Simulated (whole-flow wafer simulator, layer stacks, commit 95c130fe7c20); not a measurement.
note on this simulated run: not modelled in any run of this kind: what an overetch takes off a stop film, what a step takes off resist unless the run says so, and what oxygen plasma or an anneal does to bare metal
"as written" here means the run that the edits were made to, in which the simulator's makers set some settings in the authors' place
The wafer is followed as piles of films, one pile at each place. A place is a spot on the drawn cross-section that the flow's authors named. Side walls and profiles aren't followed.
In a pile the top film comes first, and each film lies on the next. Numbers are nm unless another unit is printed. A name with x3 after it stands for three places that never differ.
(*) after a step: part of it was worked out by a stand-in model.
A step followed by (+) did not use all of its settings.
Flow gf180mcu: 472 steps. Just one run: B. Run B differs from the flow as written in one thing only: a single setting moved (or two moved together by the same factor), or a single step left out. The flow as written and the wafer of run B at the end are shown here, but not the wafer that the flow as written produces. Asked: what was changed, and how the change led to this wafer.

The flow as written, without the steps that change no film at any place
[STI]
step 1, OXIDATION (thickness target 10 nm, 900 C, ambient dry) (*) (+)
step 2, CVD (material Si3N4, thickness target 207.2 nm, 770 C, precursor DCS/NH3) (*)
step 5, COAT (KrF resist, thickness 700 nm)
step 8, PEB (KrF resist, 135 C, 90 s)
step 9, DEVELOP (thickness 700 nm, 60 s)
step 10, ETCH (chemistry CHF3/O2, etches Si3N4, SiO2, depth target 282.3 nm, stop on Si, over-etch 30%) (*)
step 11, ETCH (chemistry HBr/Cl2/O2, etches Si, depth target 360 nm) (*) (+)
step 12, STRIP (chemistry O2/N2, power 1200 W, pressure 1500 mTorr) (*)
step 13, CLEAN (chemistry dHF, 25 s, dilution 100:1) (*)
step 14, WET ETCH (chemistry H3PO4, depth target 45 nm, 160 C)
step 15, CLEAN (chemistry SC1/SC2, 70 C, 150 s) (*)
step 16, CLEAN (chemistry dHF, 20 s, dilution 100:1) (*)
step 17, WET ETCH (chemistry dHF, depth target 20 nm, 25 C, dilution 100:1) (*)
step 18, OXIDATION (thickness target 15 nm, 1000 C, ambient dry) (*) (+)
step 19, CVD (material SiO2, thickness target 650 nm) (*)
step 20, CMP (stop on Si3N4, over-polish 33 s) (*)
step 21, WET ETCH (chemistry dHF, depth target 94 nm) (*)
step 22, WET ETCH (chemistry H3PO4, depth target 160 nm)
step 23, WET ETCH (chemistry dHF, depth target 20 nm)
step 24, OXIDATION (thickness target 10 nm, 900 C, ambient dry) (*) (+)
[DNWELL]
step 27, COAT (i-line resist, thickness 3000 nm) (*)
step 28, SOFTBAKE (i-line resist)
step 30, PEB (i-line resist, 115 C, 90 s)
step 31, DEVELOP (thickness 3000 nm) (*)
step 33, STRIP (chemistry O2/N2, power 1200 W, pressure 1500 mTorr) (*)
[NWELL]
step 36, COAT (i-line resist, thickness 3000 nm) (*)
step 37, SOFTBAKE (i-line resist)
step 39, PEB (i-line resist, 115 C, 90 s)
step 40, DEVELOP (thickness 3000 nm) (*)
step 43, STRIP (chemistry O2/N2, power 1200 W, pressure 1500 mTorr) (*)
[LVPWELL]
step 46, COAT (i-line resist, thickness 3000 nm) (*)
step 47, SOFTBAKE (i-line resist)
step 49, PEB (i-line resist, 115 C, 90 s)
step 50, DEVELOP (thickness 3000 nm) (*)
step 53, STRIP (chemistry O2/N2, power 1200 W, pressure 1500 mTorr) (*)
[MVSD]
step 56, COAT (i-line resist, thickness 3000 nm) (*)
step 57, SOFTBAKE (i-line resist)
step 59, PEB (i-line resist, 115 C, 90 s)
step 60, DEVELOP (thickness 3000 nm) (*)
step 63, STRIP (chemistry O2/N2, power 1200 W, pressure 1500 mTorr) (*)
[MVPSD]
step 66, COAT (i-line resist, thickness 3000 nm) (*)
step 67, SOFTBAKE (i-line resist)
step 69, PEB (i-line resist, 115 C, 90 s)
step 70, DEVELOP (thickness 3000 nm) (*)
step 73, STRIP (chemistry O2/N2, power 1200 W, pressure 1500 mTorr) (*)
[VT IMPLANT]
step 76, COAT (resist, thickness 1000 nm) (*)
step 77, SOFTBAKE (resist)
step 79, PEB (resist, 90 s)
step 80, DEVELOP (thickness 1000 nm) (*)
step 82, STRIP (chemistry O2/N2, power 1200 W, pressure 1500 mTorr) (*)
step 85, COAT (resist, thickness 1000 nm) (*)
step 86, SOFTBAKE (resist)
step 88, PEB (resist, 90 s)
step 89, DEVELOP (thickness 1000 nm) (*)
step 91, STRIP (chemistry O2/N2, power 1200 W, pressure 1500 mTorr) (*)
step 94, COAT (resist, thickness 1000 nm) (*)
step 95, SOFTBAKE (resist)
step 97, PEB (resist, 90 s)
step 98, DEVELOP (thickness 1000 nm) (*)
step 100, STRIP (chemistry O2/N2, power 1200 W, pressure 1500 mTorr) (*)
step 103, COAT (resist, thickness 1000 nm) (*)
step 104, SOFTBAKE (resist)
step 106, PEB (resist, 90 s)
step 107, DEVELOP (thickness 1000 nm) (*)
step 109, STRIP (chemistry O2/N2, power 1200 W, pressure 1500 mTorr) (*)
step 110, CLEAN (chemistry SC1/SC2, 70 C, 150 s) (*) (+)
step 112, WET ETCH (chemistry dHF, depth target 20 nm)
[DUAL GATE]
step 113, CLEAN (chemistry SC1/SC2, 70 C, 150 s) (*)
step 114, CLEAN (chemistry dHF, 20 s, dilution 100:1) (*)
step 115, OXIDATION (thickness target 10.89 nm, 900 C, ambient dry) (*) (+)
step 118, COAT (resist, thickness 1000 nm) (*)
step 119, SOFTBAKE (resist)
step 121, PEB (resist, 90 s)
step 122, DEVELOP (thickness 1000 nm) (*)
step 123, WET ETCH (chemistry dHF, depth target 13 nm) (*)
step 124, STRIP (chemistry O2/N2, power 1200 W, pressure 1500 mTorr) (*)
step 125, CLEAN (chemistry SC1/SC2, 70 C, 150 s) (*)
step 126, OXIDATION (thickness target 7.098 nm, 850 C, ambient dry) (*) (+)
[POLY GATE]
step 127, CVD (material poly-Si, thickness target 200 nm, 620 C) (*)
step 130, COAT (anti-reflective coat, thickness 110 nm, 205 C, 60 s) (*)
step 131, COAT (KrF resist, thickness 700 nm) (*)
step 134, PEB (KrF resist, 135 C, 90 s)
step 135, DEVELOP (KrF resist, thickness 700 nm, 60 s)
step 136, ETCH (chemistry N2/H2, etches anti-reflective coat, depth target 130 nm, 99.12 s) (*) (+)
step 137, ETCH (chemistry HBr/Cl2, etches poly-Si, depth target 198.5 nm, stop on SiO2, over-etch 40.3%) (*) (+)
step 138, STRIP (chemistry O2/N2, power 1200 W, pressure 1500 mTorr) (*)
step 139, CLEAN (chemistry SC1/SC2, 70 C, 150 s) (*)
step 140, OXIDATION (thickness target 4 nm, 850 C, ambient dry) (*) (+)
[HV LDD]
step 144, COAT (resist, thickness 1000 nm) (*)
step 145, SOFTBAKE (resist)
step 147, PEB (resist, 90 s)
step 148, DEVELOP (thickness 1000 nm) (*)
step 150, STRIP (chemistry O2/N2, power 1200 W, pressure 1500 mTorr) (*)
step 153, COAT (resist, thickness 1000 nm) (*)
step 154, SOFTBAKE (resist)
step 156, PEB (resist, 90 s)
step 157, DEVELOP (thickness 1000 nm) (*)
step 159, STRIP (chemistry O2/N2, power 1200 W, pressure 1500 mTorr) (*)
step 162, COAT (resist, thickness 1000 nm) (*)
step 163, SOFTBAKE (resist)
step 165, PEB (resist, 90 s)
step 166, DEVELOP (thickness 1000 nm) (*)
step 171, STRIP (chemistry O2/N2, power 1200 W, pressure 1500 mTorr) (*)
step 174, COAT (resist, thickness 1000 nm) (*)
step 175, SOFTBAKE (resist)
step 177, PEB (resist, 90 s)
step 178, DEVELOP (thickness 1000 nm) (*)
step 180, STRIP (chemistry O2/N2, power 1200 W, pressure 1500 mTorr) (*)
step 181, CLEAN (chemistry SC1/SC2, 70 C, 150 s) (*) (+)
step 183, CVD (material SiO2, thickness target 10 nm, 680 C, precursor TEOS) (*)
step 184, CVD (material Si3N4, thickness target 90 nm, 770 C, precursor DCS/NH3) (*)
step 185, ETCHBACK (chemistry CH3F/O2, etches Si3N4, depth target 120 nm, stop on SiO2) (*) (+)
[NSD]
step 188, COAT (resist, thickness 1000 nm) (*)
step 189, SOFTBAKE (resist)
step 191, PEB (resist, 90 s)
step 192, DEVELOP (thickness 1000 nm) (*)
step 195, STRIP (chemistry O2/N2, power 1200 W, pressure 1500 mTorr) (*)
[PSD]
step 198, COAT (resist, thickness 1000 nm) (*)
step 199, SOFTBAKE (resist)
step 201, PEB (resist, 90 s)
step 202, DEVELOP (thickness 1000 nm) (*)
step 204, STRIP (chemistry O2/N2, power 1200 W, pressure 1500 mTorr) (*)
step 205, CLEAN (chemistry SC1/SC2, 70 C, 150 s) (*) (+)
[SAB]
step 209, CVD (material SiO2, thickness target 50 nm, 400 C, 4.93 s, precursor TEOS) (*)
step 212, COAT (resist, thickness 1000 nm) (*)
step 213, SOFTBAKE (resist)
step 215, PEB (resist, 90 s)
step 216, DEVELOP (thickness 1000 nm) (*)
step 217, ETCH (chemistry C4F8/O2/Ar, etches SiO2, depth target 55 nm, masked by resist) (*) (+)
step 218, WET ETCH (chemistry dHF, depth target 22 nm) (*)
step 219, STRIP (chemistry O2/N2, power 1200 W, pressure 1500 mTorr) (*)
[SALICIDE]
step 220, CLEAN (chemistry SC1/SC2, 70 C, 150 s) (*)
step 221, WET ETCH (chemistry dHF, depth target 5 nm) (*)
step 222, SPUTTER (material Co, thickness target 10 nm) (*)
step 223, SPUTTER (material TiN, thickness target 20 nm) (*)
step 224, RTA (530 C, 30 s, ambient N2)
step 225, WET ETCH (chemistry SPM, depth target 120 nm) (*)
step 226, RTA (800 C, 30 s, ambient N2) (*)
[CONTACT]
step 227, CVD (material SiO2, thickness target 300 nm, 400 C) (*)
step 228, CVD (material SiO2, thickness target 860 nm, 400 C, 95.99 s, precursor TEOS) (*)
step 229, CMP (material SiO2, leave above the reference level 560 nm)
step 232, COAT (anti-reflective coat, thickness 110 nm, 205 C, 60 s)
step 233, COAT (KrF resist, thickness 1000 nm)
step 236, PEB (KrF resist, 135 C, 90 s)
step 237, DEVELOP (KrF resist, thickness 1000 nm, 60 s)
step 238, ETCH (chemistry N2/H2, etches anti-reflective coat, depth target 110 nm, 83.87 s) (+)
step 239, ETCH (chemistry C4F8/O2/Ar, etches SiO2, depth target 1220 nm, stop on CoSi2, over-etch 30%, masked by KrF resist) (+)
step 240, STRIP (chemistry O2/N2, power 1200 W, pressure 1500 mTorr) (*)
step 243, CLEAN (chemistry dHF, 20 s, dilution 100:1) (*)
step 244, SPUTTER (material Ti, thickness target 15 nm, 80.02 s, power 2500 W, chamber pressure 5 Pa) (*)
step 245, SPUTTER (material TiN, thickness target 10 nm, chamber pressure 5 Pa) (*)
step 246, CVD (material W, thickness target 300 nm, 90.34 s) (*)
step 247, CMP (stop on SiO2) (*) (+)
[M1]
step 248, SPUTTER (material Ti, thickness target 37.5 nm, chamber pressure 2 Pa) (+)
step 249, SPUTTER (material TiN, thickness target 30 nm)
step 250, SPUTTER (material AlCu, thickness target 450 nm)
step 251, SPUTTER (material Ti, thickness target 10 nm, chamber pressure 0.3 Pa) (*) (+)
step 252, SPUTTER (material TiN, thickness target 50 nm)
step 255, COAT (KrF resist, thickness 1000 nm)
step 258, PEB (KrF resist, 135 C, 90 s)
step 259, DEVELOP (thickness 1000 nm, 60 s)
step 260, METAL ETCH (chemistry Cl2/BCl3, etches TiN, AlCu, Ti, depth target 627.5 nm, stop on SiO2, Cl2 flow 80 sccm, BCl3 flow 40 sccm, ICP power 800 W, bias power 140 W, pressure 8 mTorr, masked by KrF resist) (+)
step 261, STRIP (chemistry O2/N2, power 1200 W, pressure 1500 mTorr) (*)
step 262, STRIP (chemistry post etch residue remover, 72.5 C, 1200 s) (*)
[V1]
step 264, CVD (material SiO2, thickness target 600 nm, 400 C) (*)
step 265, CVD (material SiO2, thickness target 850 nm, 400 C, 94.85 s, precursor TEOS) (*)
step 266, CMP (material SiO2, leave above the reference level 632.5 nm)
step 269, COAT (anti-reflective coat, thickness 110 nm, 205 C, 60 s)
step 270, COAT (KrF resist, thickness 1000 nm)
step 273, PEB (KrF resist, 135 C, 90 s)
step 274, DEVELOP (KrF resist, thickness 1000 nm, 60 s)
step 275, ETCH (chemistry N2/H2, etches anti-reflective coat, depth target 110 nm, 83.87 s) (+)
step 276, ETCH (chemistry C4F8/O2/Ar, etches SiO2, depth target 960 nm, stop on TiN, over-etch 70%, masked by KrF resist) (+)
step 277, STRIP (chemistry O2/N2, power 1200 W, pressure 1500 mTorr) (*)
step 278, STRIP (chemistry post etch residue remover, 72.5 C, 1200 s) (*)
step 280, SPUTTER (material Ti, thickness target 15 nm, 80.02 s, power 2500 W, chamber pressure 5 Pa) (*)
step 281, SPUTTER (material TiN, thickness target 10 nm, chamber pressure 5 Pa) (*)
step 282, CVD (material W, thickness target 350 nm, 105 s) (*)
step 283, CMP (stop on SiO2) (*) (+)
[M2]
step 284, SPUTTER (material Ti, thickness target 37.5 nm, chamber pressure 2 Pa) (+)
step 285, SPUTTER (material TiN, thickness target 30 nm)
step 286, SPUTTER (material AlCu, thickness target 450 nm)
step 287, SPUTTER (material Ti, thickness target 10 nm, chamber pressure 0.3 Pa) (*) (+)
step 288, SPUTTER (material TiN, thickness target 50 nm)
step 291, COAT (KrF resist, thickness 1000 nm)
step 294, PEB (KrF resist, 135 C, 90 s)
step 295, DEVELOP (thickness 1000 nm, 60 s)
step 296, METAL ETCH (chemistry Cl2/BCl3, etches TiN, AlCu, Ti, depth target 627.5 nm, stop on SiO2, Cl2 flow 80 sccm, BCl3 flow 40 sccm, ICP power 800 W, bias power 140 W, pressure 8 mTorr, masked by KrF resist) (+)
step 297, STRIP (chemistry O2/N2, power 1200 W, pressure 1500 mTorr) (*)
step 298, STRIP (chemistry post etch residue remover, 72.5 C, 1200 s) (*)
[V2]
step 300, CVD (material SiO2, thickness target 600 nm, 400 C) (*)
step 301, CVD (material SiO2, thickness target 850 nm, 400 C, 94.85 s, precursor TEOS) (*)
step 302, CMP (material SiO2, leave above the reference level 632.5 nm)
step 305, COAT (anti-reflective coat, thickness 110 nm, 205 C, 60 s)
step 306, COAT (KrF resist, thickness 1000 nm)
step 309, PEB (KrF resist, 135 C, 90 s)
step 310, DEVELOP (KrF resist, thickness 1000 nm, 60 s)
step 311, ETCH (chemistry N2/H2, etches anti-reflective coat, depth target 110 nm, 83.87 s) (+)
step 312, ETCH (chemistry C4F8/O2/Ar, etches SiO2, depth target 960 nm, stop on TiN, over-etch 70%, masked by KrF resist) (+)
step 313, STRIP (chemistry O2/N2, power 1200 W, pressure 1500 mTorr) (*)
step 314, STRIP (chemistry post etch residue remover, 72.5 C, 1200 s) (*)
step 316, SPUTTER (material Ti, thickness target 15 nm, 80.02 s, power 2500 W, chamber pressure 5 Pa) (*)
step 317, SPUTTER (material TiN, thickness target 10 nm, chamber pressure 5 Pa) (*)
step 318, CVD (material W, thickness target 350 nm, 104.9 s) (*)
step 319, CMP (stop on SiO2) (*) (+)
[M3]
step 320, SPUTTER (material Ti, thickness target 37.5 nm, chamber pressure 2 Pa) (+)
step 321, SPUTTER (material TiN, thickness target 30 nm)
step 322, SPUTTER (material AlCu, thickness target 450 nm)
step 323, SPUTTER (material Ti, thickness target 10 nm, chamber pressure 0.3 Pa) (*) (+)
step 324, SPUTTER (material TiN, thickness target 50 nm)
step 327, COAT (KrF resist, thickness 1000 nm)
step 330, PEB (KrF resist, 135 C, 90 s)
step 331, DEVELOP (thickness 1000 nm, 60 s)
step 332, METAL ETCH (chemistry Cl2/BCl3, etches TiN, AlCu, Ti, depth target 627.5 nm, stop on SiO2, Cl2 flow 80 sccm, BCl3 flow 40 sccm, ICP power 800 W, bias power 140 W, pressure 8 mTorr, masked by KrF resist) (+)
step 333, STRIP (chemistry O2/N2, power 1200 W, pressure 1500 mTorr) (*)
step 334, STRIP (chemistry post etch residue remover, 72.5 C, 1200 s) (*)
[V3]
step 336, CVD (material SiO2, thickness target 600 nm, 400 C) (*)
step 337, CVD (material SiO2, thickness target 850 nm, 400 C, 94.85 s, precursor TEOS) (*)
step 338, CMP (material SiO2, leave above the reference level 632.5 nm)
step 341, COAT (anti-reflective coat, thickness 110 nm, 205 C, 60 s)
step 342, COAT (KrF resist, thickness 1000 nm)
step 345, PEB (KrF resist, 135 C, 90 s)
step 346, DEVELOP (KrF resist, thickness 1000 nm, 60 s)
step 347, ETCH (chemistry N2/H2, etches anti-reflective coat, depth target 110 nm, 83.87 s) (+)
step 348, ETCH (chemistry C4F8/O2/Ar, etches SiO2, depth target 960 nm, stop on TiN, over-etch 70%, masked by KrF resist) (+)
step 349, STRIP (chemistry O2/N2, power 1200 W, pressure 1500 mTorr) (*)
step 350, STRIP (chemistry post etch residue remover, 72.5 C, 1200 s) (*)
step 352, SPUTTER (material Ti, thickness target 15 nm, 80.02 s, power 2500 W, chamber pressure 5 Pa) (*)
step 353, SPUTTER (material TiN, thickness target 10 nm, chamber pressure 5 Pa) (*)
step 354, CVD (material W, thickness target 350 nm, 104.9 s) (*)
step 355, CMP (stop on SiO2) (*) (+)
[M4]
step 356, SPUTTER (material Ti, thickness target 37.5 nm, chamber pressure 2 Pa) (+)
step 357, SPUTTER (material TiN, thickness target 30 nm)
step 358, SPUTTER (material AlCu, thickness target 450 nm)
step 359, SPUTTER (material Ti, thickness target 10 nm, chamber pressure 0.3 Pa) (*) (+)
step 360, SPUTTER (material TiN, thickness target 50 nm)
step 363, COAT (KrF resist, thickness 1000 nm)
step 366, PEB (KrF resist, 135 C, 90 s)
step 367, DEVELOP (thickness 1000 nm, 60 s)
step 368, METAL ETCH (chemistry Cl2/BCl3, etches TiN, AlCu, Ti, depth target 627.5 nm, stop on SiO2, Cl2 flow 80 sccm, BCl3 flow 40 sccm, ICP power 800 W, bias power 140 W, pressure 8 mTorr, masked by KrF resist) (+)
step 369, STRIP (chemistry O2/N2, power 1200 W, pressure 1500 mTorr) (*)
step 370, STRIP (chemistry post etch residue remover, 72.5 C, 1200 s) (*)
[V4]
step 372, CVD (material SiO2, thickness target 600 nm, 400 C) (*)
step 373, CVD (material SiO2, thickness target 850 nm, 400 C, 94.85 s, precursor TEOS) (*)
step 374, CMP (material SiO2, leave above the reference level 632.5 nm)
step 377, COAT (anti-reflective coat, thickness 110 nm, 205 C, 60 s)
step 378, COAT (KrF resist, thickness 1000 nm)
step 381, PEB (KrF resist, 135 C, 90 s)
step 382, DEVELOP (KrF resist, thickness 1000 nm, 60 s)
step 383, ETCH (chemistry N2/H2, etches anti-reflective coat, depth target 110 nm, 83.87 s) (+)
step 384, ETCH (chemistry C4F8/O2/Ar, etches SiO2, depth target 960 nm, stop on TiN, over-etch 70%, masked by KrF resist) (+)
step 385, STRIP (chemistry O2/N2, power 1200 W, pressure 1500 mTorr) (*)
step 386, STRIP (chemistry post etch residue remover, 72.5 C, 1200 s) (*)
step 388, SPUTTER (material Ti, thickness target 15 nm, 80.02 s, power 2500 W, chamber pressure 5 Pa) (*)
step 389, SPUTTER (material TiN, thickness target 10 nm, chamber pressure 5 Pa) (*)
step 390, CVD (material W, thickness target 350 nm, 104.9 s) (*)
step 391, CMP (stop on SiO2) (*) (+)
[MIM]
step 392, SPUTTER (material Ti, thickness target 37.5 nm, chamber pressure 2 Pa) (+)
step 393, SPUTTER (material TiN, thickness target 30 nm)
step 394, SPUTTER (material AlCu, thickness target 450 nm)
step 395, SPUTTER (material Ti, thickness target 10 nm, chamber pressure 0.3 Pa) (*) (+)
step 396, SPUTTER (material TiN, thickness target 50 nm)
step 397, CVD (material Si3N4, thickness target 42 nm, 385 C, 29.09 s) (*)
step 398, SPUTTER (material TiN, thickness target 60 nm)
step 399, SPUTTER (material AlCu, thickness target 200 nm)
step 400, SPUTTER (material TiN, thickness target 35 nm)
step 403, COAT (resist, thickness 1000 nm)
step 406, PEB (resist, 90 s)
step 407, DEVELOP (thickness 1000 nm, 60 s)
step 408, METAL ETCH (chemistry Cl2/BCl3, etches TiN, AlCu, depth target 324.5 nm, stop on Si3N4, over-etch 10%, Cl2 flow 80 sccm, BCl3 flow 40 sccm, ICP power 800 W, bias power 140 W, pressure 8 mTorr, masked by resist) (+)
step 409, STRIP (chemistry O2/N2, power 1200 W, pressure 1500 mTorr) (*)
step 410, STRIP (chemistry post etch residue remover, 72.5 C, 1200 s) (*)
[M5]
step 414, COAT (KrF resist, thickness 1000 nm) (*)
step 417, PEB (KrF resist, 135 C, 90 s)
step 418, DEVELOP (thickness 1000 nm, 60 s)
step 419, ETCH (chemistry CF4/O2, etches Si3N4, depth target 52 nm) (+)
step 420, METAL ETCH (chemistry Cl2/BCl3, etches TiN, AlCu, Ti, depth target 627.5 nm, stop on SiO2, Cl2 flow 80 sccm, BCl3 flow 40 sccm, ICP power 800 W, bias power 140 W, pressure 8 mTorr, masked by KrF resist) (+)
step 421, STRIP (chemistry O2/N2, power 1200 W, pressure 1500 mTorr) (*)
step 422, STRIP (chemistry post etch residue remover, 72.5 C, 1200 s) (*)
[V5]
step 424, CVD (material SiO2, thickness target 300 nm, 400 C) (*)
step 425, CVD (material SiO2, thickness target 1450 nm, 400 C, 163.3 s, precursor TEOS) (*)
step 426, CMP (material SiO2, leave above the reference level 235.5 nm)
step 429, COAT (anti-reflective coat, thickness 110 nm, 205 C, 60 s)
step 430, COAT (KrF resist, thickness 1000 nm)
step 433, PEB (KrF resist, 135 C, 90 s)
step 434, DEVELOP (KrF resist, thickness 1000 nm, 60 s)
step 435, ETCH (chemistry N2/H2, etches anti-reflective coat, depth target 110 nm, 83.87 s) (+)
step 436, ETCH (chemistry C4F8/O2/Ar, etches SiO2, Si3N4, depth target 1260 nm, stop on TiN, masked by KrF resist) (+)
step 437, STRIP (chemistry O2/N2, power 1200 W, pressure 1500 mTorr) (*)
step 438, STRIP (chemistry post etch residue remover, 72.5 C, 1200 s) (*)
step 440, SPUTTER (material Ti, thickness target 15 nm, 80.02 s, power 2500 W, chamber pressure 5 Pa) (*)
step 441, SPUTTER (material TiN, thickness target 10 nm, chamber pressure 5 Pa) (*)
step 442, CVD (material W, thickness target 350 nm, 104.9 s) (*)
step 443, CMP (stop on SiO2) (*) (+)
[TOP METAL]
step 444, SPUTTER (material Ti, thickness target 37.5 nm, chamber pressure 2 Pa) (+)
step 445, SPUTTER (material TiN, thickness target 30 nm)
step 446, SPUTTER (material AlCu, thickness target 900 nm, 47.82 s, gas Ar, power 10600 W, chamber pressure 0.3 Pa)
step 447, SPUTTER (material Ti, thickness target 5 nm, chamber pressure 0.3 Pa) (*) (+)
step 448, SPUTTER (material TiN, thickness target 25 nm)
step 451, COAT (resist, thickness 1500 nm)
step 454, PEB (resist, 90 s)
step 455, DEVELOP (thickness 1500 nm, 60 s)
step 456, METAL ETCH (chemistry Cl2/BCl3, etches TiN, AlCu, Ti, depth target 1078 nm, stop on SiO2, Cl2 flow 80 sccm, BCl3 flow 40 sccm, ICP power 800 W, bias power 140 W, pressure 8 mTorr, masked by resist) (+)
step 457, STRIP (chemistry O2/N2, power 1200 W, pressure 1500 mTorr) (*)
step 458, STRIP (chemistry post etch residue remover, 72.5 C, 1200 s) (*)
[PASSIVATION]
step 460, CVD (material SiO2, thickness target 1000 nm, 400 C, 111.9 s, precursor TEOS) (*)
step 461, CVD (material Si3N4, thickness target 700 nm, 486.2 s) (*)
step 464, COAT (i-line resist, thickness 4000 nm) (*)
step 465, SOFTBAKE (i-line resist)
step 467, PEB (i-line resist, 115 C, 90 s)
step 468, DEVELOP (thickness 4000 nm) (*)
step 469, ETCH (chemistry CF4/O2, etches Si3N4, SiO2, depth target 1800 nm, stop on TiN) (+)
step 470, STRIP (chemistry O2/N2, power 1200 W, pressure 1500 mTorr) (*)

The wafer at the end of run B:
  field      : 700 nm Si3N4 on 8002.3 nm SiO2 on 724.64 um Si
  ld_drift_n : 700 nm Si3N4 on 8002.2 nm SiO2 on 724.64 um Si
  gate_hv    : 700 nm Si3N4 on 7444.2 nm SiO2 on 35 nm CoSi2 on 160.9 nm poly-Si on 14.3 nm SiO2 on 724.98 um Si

What caused this: step 394, SPUTTER: thickness target 225 nm was run, while the flow as written has thickness target 450 nm.

The path from the change to this, step by step:
  step 394, SPUTTER (material AlCu, thickness target 450 nm)
      field, field__w1, field__w2 and 108 more: +225 AlCu (new film) (as written it would have been: +450 AlCu (new film))
  step 420, METAL ETCH (chemistry Cl2/BCl3, etches TiN, AlCu, Ti, depth target 627.5 nm, stop on SiO2, Cl2 flow 80 sccm, BCl3 flow 40 sccm, ICP power 800 W, bias power 140 W, pressure 8 mTorr, masked by KrF resist) (+)
      field, field__w1, field__w2 and 101 more: -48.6 TiN (all of it), -10 Ti (all of it), -225 AlCu (all of it), -30 TiN (all of it), -37.5 Ti (all of it) (as written it would have been: -48.6 TiN (all of it), -10 Ti (all of it), -450 AlCu (all of it), -30 TiN (all of it), -37.5 Ti (all of it))
      field__w4, field__w8, contact, m1, m1__w1, mim, mim_1p0, m1_nw: -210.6 KrF resist (as written it would have been: -251 KrF resist)
  step 421, STRIP (chemistry O2/N2, power 1200 W, pressure 1500 mTorr) (*)
      field__w8, m1__w1: -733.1 KrF resist (all of it) (as written it would have been: -692.7 KrF resist (all of it))
      contact, m1: -733.5 KrF resist (all of it) (as written it would have been: -693.2 KrF resist (all of it))
      (also at 4 further places)
  step 426, CMP (material SiO2, leave above the reference level 235.5 nm)
      field, field__w1, field__w5 and 92 more: -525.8 SiO2 (as written it would have been: -300.8 SiO2)
      field__w2, field__w3, field__w12 and 6 more: -507.9 SiO2 (as written it would have been: -272.7 SiO2)
